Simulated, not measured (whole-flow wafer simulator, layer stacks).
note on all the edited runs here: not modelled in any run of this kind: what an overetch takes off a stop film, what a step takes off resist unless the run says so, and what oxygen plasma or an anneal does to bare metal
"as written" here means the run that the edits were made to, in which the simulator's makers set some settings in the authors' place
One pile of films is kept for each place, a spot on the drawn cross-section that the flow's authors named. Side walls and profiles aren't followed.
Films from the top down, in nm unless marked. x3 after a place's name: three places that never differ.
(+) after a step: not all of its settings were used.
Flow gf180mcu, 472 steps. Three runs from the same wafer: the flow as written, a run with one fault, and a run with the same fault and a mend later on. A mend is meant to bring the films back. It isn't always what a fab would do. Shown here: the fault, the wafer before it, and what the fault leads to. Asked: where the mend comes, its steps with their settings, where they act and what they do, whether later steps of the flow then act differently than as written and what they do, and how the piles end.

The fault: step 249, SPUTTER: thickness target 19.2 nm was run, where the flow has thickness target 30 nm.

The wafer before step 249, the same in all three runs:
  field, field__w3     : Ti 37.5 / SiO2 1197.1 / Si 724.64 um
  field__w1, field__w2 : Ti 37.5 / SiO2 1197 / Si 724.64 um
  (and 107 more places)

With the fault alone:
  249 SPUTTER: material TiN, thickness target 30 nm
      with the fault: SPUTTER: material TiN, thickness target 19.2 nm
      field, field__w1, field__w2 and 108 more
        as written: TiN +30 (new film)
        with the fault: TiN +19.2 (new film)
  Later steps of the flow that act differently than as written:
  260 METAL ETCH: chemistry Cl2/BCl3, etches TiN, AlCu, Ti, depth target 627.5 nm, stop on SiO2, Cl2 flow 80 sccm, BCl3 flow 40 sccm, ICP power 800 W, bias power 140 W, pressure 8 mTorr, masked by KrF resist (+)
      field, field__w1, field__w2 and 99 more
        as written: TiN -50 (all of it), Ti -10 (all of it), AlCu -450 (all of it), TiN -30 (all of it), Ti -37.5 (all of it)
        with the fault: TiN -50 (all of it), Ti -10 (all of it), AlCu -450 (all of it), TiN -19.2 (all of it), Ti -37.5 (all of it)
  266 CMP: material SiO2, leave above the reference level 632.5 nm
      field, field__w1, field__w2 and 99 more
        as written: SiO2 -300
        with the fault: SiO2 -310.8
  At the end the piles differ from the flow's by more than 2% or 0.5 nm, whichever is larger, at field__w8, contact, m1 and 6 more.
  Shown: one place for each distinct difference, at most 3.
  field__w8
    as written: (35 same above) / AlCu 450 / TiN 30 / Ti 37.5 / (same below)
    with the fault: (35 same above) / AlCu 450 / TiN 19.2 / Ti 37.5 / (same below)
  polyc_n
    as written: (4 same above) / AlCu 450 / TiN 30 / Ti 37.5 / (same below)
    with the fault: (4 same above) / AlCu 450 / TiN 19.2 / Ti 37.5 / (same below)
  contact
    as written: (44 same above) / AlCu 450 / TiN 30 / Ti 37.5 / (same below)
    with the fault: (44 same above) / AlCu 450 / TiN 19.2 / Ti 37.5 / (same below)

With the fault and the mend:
  The mend comes after step 249.
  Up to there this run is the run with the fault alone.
  249a SPUTTER: material TiN, thickness target 10.8 nm (the flow's step 249 once more, with other settings)
      field, field__w1, field__w2 and 108 more
        TiN +10.8
  No later step of the flow acts differently than as written at any place that is followed.
  At the end the piles are the same as the flow's at every place that both follow.
